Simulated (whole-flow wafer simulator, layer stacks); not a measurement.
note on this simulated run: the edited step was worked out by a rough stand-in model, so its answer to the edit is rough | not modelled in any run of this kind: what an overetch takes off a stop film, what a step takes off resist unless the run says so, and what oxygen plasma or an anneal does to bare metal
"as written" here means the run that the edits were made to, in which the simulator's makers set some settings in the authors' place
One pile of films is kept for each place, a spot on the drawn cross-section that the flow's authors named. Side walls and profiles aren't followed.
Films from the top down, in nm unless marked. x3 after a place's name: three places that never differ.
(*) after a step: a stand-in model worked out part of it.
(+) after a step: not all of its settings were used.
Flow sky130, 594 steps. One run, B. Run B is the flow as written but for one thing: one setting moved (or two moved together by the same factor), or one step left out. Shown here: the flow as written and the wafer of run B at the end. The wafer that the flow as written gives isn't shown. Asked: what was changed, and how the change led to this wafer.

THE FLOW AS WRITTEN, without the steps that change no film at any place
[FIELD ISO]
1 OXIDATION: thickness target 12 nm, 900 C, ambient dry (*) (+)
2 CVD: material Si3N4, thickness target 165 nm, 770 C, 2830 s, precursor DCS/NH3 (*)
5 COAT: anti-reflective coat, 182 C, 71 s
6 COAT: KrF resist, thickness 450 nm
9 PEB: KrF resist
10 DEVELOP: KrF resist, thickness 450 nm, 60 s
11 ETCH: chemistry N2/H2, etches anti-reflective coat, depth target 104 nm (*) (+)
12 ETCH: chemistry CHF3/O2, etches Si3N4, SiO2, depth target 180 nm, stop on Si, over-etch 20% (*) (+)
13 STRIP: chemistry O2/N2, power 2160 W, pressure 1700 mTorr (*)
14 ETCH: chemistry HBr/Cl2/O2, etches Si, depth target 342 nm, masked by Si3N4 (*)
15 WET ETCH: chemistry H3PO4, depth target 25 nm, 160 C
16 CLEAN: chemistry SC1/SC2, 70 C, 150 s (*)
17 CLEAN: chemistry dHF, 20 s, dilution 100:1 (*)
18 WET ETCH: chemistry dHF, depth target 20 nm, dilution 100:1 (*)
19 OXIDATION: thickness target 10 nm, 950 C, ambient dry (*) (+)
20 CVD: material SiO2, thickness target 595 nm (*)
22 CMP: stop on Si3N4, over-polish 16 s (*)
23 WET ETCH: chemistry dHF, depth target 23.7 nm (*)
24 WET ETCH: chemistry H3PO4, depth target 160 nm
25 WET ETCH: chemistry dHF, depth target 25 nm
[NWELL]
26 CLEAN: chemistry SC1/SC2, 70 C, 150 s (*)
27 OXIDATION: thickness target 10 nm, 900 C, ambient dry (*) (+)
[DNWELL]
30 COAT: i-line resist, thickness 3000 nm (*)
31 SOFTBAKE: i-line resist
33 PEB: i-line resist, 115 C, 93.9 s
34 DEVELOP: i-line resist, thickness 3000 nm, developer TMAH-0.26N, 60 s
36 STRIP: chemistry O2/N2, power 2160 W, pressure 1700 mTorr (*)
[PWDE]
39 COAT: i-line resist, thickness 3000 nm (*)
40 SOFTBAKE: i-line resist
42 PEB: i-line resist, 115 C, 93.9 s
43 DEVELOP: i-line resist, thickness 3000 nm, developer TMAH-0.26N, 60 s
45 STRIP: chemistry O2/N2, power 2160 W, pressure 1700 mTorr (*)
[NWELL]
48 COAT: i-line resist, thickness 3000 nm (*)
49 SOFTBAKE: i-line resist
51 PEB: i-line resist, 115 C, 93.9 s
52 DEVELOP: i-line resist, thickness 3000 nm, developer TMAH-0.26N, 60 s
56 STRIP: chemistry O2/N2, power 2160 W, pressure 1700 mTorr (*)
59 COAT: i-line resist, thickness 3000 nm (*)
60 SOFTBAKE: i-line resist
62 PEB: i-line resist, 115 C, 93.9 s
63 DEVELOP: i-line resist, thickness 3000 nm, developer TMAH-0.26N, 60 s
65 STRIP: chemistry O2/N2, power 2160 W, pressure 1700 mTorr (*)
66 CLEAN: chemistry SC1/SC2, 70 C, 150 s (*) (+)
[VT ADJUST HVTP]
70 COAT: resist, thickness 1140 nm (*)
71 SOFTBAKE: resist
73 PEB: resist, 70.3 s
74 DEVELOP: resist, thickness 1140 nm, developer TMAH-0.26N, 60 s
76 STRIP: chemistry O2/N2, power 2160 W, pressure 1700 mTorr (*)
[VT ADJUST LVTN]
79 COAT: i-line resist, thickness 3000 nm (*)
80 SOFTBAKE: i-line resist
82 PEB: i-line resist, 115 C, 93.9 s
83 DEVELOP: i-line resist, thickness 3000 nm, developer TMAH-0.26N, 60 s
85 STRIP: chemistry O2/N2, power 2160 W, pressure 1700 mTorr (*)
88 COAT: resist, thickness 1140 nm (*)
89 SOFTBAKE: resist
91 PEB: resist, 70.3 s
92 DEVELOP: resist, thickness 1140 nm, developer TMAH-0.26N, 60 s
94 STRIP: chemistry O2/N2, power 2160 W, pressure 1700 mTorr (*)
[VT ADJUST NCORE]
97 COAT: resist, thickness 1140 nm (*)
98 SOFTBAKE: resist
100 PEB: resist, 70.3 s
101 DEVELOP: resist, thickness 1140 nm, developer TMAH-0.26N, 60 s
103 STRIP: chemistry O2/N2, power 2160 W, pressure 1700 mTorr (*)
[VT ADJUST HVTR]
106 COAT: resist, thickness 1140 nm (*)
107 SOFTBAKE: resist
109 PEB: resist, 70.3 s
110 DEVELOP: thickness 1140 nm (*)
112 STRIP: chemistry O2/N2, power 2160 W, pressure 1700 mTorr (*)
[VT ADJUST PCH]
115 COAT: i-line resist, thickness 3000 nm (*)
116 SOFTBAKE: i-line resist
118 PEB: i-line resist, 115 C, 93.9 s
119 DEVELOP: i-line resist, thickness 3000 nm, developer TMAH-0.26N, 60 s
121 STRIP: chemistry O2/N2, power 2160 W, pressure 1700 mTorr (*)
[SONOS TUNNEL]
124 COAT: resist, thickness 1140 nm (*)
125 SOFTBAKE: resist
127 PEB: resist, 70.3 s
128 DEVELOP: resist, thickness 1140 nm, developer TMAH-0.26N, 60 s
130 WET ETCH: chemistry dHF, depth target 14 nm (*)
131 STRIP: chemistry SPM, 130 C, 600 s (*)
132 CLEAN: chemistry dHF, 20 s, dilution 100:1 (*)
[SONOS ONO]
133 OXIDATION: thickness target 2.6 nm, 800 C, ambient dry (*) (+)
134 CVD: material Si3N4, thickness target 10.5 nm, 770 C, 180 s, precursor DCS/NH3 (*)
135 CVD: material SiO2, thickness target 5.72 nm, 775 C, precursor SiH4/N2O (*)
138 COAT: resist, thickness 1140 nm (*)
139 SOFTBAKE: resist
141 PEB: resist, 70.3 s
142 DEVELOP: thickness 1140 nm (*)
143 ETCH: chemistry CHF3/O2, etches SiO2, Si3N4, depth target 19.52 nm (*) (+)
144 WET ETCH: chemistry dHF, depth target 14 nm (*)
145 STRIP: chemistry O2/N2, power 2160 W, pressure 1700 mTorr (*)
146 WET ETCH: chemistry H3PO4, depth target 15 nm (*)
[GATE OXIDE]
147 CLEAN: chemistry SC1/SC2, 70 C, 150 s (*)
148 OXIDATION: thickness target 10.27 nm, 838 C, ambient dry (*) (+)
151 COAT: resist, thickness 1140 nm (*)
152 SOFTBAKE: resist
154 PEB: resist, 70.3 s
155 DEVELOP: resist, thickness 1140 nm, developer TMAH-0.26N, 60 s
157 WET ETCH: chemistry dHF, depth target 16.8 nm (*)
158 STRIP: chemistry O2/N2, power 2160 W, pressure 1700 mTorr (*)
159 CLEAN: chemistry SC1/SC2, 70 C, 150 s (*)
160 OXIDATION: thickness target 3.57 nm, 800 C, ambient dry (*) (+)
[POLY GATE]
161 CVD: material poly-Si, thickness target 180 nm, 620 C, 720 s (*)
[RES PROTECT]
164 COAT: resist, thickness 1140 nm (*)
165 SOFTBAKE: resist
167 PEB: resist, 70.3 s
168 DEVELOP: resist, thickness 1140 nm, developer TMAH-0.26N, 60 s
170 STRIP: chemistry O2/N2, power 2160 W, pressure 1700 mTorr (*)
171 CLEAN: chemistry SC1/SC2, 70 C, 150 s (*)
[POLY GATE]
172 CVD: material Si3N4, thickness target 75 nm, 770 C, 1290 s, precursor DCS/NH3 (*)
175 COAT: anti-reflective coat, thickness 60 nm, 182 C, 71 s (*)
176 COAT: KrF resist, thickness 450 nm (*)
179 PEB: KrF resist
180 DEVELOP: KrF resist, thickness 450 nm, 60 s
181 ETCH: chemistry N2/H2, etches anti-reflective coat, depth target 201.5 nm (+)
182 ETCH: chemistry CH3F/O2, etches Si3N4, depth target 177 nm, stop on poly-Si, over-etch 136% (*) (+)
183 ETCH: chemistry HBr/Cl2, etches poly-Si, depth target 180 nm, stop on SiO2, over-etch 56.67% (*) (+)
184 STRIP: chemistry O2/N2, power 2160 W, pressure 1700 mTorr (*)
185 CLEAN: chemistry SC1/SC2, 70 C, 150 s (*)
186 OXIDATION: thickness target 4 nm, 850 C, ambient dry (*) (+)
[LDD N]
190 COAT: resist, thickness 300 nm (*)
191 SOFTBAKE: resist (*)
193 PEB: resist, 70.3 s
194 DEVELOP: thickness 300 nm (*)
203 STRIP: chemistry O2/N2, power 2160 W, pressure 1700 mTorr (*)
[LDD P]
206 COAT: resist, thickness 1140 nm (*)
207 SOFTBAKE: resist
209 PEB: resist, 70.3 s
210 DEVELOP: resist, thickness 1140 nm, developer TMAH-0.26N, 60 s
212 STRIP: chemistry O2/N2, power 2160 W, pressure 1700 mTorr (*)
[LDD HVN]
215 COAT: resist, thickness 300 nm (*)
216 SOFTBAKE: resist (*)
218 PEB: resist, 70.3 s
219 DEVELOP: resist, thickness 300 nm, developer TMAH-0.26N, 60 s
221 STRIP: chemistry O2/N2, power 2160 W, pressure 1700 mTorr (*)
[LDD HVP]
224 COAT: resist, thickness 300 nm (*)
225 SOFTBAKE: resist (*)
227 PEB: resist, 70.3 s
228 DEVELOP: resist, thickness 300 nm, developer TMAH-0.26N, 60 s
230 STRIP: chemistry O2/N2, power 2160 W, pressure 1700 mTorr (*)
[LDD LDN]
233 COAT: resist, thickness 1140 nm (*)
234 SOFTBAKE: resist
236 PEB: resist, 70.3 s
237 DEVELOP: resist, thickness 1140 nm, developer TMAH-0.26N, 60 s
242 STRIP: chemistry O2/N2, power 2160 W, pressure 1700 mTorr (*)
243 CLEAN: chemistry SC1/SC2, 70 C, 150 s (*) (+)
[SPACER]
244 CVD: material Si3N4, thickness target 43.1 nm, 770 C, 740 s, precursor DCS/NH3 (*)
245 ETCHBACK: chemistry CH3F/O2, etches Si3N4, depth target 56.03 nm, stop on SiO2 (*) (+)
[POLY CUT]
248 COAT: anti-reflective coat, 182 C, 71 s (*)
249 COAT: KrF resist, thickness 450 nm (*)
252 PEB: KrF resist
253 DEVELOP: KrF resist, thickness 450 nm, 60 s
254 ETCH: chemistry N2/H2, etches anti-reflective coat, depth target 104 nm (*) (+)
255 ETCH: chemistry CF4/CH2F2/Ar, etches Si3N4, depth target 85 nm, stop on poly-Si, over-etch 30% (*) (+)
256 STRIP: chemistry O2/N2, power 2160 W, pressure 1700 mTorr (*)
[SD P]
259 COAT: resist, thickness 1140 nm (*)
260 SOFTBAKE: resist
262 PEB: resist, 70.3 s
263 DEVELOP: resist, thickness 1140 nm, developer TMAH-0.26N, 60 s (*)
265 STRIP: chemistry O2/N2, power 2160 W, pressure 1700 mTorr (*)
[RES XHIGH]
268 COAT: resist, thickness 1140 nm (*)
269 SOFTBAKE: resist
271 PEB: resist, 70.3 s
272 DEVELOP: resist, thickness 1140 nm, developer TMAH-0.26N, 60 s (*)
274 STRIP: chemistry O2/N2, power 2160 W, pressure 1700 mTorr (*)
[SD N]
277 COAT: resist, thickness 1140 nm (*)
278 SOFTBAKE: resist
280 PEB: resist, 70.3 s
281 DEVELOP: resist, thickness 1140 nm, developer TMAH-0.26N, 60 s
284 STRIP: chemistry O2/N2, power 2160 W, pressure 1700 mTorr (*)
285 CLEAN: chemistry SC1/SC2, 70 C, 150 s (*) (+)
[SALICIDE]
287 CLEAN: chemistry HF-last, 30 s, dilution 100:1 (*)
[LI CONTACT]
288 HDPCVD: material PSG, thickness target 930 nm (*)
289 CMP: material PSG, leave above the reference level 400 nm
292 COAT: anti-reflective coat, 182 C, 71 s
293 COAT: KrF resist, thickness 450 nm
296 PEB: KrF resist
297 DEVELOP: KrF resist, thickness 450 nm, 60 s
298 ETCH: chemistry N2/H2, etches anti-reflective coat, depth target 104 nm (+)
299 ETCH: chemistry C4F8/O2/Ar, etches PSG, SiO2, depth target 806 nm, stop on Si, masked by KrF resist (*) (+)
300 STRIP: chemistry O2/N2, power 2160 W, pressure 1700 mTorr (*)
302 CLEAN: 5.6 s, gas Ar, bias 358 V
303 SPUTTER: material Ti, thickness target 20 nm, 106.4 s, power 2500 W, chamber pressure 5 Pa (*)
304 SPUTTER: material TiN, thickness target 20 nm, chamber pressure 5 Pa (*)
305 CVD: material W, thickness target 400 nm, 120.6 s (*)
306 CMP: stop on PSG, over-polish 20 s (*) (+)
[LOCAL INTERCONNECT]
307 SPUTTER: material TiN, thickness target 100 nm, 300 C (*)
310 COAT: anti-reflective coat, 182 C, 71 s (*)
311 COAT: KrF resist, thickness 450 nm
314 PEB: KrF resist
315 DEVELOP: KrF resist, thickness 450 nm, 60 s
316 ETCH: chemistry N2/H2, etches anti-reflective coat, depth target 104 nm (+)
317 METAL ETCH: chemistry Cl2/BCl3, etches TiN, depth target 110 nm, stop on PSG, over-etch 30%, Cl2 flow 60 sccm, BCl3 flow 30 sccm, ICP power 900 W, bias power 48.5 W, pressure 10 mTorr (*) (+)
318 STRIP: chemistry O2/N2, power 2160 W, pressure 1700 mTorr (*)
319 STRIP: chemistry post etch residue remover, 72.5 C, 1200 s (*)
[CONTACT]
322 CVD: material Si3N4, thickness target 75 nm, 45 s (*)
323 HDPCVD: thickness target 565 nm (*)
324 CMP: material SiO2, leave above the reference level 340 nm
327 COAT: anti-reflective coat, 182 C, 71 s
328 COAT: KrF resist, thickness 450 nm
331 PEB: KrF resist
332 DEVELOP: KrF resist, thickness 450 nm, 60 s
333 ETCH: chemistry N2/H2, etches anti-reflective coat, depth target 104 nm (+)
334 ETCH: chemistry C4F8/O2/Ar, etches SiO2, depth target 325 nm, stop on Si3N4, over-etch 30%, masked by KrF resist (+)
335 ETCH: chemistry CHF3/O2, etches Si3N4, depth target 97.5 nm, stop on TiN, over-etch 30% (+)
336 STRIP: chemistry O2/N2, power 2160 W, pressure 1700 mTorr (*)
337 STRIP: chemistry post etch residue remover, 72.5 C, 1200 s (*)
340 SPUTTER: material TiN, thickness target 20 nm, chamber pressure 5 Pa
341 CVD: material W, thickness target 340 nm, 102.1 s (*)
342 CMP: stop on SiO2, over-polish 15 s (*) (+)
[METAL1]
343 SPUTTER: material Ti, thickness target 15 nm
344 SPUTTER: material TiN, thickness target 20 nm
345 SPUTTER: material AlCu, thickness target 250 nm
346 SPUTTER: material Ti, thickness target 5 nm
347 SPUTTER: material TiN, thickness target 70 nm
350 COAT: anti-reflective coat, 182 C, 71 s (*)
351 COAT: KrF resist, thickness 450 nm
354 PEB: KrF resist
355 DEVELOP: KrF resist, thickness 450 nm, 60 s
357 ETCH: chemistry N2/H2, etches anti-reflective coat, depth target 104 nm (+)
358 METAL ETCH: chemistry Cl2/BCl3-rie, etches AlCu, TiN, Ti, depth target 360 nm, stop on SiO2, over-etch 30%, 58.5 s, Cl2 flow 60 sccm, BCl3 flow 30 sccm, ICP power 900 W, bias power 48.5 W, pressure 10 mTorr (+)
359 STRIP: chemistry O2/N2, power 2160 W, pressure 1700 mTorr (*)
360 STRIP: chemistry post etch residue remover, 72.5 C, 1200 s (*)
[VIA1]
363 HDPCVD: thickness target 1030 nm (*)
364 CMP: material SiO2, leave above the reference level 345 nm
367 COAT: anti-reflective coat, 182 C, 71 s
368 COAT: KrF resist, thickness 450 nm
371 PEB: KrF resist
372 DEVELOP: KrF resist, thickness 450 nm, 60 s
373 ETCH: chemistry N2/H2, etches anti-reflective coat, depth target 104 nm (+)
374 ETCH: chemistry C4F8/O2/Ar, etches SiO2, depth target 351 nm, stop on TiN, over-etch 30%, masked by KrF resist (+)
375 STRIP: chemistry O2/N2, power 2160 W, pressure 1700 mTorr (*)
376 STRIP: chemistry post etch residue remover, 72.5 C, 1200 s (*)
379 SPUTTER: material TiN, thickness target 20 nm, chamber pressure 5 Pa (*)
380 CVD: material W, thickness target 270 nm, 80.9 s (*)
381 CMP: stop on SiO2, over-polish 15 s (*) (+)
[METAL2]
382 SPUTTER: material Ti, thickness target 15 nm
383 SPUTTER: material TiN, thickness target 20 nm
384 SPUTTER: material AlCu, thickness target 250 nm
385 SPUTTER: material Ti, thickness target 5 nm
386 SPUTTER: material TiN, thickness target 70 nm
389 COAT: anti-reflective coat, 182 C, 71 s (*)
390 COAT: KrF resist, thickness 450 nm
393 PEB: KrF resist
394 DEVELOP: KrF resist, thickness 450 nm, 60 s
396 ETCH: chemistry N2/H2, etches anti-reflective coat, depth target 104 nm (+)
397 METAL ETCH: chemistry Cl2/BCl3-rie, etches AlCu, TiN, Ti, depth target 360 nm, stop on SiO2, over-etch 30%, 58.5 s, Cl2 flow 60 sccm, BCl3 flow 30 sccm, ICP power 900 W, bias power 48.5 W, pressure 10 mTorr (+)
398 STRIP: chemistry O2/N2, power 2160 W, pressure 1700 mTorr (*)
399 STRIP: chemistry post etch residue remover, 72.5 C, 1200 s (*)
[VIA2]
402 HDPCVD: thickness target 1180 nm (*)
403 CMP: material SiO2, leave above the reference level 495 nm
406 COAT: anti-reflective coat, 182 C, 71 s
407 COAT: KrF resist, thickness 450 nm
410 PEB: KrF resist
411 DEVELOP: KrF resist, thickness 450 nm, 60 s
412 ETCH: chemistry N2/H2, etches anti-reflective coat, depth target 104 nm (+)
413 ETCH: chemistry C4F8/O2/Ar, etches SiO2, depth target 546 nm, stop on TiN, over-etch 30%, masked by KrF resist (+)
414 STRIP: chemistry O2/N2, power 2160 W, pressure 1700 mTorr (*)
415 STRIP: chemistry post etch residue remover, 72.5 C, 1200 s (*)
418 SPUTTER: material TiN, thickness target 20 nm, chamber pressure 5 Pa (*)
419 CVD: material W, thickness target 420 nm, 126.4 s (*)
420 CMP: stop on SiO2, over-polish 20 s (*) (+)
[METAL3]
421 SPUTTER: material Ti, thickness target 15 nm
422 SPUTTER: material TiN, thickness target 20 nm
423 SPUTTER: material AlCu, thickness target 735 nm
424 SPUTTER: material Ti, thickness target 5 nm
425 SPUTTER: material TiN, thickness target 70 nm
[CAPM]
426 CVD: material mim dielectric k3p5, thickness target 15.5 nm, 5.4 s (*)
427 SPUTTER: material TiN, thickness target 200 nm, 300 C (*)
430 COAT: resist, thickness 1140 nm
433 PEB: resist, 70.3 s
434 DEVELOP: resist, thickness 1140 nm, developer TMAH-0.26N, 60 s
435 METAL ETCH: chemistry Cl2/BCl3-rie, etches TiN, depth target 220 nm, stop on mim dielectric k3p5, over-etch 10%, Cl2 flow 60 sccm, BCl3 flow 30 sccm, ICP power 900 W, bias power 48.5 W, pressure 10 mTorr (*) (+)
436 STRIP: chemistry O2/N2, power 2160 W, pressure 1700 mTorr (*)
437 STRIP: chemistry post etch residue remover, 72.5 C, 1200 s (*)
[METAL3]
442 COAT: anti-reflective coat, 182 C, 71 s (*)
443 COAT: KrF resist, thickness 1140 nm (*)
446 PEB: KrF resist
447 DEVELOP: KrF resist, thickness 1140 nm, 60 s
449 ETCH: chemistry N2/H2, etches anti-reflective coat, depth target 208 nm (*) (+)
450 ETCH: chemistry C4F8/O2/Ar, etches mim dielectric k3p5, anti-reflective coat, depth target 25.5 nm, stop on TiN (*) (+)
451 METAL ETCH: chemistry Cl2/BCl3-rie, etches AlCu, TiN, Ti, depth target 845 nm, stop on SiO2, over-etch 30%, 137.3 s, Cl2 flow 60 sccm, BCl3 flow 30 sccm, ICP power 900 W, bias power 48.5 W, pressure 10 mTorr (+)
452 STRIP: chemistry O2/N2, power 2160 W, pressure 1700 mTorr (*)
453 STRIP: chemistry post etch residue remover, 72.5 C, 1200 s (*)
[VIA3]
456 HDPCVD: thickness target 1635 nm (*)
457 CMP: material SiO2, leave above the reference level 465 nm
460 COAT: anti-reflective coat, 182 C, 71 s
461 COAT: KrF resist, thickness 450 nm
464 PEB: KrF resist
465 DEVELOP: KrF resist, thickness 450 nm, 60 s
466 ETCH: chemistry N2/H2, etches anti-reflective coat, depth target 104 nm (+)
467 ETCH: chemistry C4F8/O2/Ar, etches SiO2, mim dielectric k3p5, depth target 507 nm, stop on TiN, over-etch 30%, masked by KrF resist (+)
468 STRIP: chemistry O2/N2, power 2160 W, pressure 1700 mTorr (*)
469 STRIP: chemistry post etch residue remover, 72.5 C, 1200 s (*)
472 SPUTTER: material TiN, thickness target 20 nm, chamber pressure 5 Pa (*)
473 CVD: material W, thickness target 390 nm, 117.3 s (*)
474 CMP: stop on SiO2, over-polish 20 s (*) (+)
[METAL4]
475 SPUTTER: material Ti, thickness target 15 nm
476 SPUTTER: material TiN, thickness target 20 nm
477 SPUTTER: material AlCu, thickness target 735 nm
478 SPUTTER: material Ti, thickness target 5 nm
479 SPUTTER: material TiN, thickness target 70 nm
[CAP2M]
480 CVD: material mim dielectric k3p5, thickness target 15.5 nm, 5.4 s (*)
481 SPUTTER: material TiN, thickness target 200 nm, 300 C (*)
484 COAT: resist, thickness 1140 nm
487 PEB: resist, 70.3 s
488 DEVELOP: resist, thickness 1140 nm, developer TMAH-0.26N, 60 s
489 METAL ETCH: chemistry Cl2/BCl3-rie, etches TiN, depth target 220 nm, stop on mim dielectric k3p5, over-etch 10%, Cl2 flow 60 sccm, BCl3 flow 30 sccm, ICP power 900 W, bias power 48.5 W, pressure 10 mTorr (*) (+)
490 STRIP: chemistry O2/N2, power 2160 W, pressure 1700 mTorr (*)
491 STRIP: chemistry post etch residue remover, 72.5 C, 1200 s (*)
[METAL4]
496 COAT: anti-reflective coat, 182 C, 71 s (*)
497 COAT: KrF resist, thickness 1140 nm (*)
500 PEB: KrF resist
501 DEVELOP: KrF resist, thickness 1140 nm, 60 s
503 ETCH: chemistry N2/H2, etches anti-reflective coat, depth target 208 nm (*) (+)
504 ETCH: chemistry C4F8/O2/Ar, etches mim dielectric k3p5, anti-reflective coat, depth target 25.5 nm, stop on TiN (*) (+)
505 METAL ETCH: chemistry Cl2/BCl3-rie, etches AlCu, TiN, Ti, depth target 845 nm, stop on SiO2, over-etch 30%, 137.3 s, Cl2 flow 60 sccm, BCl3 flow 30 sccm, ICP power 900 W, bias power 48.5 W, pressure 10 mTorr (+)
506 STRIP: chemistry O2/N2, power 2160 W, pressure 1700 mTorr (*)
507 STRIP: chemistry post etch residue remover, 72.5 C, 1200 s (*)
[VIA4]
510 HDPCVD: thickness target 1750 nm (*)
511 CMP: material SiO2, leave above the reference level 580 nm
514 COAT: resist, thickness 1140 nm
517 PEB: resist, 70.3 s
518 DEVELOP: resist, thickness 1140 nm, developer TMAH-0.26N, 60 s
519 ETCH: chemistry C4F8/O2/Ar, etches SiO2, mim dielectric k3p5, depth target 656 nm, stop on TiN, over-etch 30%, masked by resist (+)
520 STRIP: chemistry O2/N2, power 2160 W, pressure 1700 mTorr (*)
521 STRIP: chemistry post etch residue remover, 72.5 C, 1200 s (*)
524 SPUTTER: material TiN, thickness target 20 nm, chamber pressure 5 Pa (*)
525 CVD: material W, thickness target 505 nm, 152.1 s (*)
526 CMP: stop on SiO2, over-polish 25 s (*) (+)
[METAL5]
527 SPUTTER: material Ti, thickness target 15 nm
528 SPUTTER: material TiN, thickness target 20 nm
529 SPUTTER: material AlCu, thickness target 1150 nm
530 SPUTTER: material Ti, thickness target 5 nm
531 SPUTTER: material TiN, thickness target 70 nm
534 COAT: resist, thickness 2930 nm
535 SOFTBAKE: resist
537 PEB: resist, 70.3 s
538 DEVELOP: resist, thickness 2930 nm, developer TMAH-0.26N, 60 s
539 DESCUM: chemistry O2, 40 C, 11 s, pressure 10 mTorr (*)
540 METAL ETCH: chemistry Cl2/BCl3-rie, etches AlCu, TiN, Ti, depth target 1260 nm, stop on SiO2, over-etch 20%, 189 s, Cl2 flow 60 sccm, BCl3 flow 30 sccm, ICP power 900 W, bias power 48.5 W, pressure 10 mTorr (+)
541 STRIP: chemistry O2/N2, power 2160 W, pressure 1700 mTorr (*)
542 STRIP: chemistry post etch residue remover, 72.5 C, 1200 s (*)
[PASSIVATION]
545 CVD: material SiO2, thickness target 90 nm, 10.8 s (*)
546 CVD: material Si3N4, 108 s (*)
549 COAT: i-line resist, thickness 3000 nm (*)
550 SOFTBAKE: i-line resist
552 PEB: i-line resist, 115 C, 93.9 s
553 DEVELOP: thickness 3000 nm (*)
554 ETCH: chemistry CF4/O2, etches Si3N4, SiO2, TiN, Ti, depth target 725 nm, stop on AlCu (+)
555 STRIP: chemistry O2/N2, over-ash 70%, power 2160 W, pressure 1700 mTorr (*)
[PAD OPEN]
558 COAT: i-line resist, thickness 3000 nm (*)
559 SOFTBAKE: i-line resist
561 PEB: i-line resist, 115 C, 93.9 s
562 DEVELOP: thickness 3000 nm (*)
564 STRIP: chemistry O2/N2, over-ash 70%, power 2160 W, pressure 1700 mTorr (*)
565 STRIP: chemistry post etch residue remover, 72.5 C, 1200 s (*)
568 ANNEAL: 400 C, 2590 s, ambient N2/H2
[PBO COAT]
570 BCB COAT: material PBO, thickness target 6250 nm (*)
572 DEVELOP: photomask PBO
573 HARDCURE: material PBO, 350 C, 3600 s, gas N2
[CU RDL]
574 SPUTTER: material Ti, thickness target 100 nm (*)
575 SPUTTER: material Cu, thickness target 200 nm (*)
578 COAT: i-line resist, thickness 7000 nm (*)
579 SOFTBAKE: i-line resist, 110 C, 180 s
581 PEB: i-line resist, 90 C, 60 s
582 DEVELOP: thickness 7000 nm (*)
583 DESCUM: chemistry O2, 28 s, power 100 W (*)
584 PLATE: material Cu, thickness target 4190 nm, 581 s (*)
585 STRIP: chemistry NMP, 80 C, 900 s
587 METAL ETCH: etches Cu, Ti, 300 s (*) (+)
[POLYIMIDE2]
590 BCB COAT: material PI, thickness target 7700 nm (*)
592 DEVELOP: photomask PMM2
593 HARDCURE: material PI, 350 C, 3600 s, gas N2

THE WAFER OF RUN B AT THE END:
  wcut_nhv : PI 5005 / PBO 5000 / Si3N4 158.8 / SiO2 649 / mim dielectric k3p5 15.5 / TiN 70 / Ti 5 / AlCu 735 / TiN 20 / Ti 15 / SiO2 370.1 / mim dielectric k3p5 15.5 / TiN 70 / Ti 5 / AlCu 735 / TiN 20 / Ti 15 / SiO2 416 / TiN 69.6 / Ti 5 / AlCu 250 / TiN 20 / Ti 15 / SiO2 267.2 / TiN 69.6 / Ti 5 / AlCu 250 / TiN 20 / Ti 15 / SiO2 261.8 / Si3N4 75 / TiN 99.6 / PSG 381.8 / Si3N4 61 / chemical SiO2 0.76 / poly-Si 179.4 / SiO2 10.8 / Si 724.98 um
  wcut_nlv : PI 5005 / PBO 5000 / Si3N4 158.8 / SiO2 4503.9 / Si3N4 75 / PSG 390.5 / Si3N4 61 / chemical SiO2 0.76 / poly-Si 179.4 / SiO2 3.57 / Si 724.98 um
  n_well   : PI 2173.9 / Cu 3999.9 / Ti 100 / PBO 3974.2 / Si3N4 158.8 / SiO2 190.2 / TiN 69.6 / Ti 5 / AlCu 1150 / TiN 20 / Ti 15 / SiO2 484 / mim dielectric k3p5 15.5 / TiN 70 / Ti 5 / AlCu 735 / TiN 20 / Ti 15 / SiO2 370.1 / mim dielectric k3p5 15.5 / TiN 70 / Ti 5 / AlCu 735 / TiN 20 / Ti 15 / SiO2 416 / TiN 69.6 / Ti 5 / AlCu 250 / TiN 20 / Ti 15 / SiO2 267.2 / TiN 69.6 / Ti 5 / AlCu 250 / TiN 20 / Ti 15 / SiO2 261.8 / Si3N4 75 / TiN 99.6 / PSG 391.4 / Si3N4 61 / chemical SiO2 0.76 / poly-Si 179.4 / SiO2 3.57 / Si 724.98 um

The cause: step 545, CVD: thickness target 138 nm was run, where the flow has thickness target 90 nm; step 545, CVD: 16.5 s was run, where the flow has 10.8 s.

How the change led to this, step by step:
  545 CVD: material SiO2, thickness target 90 nm, 10.8 s (*)
      field, active, gate and 175 more: SiO2 +190.2 (as written it would be: SiO2 +125.2)
      n_well, p_well, sd_n and 12 more: SiO2 +190.2 (new film) (as written it would be: SiO2 +125.2 (new film))
  550 SOFTBAKE: i-line resist
      active: i-line resist +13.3 (as written it would be: i-line resist +12)
      gate: i-line resist -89 (as written it would be: i-line resist -85.5)
      (and at 60 more places)
  554 ETCH: chemistry CF4/O2, etches Si3N4, SiO2, TiN, Ti, depth target 725 nm, stop on AlCu (+)
      field, active, n_well and 189 more: i-line resist -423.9 (as written it would be: i-line resist -358.9)
      pad: Si3N4 -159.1 (all of it), SiO2 -190.2 (all of it), TiN -69.6 (all of it), Ti -5 (all of it) (as written it would be: Si3N4 -159.1 (all of it), SiO2 -125.2 (all of it), TiN -69.6 (all of it), Ti -5 (all of it))
  555 STRIP: chemistry O2/N2, over-ash 70%, power 2160 W, pressure 1700 mTorr (*)
      gate_hv, dice_street, iso_guard and 83 more: i-line resist -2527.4 (all of it) (as written it would be: i-line resist -2592.4 (all of it))
      n_well, p_well, sd_n, sd_p: i-line resist -1275.8 (all of it) (as written it would be: i-line resist -1340.8 (all of it))
      (and at 102 more places)
  558 COAT: i-line resist, thickness 3000 nm (*)
      pad: i-line resist +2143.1 (new film) (as written it would be: i-line resist +2077.7 (new film))
  559 SOFTBAKE: i-line resist
      field: i-line resist +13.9 (as written it would be: i-line resist +12.5)
      active: i-line resist +13.3 (as written it would be: i-line resist +12)
      (and at 67 more places)
  561 PEB: i-line resist, 115 C, 93.9 s
      pad: i-line resist -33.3 (as written it would be: i-line resist -32.2)
  562 DEVELOP: thickness 3000 nm (*)
      pad: i-line resist -2109.8 (all of it) (as written it would be: i-line resist -2045.5 (all of it))
  578 COAT: i-line resist, thickness 7000 nm (*)
      pad: i-line resist +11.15 um (new film) (as written it would be: i-line resist +11.08 um (new film))
  579 SOFTBAKE: i-line resist, 110 C, 180 s
      ndiff_licon_rim, ndiff_licon: i-line resist -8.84 (as written it would be: i-line resist -8.01)
      rpo_hd_licon, mim2: i-line resist -15.8 (as written it would be: i-line resist -14.9)
      (and at 27 more places)
  582 DEVELOP: thickness 7000 nm (*)
      pad: i-line resist -11.15 um (all of it) (as written it would be: i-line resist -11.08 um (all of it))
